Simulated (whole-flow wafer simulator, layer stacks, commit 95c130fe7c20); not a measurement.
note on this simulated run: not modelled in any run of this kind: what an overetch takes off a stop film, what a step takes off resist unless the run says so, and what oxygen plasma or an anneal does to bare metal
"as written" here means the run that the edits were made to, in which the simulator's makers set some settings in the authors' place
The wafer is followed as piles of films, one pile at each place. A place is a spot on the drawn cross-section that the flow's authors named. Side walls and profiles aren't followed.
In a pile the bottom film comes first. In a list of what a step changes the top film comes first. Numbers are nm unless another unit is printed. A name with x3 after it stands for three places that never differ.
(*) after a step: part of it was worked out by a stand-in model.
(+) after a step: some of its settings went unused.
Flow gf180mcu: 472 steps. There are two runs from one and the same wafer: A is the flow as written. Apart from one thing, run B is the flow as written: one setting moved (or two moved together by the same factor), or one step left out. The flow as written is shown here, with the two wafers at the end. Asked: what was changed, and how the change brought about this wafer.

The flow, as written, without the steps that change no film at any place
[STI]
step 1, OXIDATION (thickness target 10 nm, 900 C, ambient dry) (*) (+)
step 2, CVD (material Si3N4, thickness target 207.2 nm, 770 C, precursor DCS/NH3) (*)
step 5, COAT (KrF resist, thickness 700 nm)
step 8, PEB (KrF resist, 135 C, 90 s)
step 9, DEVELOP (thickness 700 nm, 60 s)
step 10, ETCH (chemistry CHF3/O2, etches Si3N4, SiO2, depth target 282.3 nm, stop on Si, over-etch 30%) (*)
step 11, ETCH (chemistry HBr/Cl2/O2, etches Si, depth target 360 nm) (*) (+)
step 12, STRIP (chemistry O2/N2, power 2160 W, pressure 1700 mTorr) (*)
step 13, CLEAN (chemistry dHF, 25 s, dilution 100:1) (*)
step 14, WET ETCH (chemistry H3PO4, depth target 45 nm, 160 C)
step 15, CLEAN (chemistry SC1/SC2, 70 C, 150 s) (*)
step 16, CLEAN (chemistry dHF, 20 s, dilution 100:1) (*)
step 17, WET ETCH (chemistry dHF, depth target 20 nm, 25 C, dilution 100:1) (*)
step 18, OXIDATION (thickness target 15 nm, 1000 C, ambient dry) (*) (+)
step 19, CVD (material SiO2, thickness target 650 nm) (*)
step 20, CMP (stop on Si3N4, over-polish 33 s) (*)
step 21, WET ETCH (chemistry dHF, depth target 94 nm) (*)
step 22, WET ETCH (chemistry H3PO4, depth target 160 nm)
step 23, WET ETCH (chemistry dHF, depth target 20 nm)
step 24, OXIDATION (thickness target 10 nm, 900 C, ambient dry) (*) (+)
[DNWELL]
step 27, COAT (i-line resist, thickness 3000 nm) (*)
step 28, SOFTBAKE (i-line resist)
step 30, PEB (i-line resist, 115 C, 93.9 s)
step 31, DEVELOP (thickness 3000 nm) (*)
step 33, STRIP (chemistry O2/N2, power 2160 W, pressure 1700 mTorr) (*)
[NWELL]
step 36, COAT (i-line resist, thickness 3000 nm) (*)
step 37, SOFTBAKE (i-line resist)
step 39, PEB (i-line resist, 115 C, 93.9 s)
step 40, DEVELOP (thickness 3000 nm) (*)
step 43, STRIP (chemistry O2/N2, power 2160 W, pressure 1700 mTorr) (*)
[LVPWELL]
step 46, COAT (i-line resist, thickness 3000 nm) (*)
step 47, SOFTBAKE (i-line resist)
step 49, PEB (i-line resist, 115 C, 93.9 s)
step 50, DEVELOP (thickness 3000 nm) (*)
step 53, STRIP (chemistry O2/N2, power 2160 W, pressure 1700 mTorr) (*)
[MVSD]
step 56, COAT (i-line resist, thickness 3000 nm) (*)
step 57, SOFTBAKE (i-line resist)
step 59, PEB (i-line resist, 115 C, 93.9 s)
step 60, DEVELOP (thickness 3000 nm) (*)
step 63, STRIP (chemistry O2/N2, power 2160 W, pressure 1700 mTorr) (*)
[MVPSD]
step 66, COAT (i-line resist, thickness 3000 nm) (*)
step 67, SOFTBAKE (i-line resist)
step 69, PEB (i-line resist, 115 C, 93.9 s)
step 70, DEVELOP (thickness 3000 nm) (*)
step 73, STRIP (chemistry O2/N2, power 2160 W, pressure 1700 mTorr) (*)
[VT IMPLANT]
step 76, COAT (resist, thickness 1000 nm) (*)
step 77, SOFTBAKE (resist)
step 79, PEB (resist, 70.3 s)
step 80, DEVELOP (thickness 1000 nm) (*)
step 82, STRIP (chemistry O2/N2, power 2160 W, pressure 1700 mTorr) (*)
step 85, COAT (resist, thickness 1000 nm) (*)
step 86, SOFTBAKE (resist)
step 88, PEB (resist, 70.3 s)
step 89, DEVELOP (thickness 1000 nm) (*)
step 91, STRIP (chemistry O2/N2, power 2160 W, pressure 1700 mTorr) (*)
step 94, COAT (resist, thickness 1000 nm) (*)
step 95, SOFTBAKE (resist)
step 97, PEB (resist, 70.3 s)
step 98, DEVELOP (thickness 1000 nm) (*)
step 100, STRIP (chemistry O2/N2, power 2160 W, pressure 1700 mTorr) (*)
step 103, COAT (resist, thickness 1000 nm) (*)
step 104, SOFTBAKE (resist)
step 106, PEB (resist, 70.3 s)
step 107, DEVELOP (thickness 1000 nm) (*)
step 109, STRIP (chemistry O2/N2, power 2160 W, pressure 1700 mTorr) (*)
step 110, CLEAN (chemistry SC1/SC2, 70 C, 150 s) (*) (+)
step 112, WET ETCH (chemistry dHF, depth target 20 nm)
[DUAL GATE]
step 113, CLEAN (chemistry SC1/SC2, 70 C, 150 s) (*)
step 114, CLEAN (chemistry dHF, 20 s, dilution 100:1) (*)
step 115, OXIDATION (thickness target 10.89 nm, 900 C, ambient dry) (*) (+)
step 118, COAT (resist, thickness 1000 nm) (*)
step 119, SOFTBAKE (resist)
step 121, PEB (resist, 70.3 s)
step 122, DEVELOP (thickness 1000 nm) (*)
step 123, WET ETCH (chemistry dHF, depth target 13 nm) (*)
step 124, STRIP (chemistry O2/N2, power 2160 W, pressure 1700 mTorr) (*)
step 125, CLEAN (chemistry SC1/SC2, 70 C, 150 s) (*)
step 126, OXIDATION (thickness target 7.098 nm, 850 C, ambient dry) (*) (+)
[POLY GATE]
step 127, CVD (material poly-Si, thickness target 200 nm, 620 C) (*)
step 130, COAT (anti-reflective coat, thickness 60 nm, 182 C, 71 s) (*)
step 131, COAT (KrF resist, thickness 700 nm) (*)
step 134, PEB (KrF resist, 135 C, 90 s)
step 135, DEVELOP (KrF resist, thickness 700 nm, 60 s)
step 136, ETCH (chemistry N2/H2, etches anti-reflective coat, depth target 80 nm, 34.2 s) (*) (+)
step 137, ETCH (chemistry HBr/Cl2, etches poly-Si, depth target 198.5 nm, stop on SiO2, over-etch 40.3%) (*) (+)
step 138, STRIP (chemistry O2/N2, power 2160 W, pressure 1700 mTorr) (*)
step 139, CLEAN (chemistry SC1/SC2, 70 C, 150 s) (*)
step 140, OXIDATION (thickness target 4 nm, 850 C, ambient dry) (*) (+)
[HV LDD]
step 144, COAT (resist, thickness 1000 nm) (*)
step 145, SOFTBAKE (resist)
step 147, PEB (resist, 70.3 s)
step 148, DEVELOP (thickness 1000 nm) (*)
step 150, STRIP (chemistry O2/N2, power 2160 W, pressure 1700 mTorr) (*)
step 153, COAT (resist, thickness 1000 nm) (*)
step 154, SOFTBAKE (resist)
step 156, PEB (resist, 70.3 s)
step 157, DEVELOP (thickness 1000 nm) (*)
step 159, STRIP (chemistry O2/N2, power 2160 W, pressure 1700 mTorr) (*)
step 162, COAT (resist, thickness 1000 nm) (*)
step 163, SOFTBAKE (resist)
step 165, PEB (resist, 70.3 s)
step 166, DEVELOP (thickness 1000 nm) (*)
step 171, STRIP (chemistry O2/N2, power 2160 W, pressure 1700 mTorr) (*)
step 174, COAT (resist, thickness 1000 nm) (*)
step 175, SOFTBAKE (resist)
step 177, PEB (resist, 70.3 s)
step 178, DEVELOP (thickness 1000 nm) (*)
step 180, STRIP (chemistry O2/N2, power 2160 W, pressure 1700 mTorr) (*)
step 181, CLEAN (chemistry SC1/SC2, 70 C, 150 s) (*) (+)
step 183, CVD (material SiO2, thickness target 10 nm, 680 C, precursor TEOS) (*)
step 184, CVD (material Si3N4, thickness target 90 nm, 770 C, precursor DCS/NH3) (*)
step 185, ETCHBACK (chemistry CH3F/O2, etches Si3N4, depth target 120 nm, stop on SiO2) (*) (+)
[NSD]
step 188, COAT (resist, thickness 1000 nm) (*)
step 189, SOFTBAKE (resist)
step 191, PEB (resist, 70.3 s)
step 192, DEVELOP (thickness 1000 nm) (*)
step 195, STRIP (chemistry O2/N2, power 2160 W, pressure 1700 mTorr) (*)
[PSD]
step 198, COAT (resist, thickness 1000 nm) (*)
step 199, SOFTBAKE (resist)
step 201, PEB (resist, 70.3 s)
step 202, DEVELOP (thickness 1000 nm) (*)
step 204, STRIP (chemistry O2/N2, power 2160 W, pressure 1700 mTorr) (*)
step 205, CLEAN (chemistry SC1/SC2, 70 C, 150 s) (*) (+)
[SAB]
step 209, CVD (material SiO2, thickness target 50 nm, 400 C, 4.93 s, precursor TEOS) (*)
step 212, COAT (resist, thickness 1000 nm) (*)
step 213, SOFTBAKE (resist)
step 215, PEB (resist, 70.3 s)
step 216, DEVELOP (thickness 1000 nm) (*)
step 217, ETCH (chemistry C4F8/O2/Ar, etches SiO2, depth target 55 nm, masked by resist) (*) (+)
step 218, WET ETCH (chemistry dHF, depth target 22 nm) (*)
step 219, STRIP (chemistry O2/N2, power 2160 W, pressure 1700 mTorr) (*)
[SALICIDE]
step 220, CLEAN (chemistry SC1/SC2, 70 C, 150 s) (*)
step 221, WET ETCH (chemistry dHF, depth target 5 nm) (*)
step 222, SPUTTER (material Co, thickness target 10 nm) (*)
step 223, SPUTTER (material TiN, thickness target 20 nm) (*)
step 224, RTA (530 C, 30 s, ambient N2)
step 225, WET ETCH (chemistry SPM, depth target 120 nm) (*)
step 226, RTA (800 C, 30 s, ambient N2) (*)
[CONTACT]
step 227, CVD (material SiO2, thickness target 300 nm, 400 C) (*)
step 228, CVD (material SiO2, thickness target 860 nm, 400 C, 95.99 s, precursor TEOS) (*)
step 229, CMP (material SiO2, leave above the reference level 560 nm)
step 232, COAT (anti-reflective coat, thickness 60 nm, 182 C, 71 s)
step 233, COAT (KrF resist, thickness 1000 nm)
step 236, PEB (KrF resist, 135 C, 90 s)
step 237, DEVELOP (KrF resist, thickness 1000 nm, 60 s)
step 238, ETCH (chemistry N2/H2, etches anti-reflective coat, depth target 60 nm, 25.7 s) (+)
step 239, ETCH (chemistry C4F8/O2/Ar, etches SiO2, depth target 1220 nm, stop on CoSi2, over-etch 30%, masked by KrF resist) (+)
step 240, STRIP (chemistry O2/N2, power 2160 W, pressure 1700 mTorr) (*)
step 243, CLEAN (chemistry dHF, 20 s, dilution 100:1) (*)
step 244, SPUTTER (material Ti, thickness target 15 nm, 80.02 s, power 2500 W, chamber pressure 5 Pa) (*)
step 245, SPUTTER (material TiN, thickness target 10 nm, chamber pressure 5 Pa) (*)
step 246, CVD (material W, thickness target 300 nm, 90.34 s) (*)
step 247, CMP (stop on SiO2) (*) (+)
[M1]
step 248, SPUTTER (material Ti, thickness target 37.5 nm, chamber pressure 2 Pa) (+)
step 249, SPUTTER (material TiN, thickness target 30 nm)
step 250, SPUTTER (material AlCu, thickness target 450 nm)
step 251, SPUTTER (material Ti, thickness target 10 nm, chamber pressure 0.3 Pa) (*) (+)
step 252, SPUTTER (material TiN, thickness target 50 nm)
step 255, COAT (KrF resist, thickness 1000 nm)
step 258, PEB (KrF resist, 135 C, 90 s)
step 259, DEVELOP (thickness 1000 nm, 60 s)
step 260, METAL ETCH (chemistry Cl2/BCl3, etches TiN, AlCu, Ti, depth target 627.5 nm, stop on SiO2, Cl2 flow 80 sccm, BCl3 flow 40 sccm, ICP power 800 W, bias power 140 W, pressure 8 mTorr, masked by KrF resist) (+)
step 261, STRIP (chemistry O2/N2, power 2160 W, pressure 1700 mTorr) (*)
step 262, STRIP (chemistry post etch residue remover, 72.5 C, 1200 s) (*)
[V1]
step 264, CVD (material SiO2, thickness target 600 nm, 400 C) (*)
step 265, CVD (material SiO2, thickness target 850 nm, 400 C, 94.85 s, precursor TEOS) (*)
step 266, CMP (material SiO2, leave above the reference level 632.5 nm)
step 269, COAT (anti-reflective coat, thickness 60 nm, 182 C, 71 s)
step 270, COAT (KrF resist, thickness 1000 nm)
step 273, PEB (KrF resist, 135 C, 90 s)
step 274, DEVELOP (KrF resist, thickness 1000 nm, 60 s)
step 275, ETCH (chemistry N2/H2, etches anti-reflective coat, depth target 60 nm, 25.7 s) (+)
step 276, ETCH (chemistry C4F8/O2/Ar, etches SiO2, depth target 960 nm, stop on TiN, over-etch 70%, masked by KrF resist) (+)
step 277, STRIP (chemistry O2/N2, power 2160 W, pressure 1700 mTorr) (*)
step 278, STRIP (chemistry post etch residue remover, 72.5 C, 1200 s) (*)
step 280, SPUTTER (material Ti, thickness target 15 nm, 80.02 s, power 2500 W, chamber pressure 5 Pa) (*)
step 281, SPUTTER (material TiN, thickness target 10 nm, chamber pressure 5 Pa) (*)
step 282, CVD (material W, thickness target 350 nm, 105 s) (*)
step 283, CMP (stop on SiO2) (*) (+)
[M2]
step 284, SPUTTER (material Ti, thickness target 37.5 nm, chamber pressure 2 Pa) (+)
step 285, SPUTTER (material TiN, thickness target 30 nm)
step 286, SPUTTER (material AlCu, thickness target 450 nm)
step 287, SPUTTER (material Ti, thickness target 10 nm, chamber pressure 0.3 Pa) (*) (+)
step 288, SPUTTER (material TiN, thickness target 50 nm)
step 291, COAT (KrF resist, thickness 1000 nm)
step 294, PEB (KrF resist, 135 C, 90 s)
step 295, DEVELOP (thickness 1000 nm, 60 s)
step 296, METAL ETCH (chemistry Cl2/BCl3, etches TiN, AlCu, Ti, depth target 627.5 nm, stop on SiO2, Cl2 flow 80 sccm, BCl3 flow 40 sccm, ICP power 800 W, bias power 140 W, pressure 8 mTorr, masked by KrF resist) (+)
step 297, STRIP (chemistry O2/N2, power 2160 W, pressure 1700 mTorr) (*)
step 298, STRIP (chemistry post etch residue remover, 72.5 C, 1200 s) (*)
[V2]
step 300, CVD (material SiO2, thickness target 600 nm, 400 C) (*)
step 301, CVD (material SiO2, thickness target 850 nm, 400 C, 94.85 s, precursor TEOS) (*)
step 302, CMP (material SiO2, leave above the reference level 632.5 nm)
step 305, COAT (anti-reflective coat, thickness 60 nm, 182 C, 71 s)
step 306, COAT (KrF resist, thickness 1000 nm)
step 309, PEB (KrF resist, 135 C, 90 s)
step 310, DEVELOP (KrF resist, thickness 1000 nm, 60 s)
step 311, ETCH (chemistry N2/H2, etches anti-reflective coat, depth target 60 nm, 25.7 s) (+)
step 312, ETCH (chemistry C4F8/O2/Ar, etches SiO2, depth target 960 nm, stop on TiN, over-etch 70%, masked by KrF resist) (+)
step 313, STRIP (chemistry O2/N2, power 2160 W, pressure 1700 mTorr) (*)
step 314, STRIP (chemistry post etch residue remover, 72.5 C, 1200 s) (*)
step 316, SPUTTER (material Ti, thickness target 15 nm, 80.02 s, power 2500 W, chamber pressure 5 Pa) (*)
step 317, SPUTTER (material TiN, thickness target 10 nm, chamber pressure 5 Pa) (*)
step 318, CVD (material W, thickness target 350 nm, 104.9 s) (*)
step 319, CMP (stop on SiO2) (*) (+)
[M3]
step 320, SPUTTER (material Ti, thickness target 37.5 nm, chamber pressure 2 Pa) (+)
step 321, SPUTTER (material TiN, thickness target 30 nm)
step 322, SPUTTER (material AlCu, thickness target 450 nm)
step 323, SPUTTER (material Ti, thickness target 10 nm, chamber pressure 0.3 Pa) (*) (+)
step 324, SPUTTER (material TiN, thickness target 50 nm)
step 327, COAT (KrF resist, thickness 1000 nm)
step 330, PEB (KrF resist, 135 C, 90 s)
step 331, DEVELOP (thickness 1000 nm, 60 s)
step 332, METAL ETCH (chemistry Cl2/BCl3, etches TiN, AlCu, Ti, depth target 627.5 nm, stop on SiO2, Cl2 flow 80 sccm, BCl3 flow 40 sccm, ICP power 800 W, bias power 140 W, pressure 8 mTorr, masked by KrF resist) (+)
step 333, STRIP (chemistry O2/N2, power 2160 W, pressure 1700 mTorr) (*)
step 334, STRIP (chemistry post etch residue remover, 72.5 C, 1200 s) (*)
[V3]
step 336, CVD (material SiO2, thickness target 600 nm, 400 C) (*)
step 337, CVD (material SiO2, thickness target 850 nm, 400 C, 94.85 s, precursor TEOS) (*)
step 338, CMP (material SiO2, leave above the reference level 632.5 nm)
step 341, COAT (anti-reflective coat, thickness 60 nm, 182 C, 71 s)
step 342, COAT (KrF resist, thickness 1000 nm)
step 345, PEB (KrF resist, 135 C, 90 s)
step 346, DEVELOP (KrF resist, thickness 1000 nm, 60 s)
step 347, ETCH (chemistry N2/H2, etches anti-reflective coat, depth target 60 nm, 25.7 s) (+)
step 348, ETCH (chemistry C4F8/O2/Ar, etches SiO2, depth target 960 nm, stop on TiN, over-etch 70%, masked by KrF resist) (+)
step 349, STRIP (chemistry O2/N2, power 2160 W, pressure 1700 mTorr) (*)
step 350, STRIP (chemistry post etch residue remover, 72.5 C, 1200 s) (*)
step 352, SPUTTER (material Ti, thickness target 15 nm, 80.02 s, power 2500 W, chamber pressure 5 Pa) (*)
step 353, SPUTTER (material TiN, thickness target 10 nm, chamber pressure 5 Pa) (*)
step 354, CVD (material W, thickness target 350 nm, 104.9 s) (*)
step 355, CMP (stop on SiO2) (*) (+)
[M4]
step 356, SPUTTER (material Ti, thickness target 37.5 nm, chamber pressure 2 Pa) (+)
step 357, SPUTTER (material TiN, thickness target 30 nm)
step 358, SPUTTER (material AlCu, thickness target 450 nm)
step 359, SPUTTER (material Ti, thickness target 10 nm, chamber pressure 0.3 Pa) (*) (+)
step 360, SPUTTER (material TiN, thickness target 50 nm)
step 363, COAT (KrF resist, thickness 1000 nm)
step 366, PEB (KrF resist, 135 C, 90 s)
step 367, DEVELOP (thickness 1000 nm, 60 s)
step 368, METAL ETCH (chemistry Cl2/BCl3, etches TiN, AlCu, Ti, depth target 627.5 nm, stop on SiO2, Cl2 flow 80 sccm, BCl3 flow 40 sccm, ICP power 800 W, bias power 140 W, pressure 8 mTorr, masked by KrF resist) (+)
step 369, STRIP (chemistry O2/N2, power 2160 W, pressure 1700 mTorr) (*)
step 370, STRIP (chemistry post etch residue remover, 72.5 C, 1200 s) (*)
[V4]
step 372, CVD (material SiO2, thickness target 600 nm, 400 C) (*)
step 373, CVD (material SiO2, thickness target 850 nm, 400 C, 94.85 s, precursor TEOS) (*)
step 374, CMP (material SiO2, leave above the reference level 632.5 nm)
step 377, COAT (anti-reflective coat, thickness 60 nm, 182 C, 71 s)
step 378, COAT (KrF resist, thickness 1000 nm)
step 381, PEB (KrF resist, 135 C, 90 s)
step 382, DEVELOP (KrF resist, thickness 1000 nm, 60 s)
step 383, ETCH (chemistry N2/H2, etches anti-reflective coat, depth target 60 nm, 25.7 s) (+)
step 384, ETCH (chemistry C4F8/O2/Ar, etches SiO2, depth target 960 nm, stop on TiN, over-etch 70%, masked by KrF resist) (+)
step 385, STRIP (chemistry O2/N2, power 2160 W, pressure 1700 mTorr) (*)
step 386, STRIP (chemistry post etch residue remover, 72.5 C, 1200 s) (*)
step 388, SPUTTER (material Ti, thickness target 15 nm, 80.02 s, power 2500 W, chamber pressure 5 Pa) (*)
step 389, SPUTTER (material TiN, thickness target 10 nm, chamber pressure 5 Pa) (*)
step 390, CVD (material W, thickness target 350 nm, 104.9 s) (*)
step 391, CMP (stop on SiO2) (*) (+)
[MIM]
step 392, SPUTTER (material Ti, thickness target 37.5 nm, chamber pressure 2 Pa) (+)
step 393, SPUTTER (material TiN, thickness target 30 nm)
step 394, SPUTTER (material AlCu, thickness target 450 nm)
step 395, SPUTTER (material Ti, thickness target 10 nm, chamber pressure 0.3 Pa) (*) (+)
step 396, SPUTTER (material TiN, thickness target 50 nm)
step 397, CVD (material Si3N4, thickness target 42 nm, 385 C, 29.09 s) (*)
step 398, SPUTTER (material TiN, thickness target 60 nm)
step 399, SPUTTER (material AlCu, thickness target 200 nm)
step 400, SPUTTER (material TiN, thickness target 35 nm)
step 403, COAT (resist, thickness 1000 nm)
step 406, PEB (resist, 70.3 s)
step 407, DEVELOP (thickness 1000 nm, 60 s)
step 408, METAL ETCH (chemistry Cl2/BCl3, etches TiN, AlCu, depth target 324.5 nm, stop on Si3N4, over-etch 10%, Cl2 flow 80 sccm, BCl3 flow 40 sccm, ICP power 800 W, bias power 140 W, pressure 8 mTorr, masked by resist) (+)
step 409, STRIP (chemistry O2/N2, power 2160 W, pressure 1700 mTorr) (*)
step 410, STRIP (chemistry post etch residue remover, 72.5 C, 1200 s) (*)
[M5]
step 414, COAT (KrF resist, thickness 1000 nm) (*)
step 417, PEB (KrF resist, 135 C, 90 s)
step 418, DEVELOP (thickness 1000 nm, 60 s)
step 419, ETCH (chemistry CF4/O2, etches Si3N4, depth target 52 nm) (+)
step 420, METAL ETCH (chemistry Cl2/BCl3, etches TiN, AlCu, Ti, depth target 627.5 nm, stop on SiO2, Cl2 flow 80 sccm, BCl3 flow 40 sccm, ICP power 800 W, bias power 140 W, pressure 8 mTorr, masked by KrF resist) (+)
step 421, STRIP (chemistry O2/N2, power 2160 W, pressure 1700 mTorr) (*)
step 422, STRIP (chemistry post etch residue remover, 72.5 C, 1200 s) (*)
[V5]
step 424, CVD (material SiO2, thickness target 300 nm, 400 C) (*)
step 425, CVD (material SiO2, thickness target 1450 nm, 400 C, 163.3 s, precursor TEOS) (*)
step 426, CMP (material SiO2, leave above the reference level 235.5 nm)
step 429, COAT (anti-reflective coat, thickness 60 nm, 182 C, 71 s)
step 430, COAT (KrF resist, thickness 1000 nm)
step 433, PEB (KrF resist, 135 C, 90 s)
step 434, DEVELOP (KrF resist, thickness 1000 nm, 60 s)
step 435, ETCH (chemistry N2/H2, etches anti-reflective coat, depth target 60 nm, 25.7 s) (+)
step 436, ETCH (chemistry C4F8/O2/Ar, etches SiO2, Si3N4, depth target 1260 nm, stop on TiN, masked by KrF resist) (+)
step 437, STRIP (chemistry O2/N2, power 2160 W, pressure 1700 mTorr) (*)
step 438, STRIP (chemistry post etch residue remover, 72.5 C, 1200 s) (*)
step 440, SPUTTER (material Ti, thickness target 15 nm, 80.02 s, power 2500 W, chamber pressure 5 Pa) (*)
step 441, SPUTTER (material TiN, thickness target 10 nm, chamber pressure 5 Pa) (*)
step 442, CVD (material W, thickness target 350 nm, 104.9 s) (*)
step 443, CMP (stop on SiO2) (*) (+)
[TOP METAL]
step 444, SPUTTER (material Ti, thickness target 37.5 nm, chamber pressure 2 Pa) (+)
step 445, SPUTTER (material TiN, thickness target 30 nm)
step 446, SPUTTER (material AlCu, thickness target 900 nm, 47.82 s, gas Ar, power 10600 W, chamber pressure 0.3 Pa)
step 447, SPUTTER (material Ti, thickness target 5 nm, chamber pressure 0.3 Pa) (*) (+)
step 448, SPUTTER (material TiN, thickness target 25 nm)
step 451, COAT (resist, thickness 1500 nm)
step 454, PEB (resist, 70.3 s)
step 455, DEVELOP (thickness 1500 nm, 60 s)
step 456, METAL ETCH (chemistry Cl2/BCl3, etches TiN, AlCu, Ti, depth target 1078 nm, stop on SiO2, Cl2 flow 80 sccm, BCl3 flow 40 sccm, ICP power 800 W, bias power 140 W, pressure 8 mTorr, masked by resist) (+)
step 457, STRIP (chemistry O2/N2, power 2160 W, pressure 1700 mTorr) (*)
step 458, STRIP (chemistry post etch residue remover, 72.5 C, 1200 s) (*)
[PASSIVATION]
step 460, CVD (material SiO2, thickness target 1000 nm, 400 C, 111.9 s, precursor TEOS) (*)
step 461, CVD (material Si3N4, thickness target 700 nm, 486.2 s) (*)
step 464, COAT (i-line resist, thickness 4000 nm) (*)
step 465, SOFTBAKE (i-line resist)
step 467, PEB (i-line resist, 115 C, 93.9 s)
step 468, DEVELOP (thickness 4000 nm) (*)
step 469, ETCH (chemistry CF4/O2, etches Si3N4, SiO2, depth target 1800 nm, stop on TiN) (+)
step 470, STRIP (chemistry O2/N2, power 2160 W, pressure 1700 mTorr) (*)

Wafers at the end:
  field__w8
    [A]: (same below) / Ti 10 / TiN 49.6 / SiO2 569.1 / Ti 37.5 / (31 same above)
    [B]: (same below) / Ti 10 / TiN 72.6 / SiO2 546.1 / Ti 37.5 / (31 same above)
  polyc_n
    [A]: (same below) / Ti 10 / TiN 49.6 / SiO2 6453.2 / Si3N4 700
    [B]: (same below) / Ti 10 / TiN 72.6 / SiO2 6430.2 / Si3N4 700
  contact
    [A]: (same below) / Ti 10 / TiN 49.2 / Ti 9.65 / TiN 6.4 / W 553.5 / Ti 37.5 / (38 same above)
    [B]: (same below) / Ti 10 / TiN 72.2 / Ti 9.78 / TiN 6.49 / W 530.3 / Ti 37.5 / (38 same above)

Cause: step 252, SPUTTER: thickness target 73 nm was run, though the flow has thickness target 50 nm.

Step by step, how the change led to this:
  step 252, SPUTTER (material TiN, thickness target 50 nm)
      field, field__w1, field__w2 and 108 more: A +50 TiN (new film) | B +73 TiN (new film)
  step 260, METAL ETCH (chemistry Cl2/BCl3, etches TiN, AlCu, Ti, depth target 627.5 nm, stop on SiO2, Cl2 flow 80 sccm, BCl3 flow 40 sccm, ICP power 800 W, bias power 140 W, pressure 8 mTorr, masked by KrF resist) (+)
      field, field__w1, field__w2 and 99 more: A -50 TiN (all of it), -10 Ti (all of it), -450 AlCu (all of it), -30 TiN (all of it), -37.5 Ti (all of it) | B -73 TiN (all of it), -10 Ti (all of it), -450 AlCu (all of it), -30 TiN (all of it), -37.5 Ti (all of it)
  step 266, CMP (material SiO2, leave above the reference level 632.5 nm)
      field__w8, contact, m1 and 6 more: A -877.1 SiO2 | B -900.1 SiO2
  step 276, ETCH (chemistry C4F8/O2/Ar, etches SiO2, depth target 960 nm, stop on TiN, over-etch 70%, masked by KrF resist) (+)
      field, field__w1, field__w2 and 107 more: A -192 KrF resist | B -186.8 KrF resist
      contact: A -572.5 SiO2 (all of it) | B -549.5 SiO2 (all of it)
  step 282, CVD (material W, thickness target 350 nm, 105 s) (*)
      contact: A +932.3 W (new film) | B +909.1 W (new film)
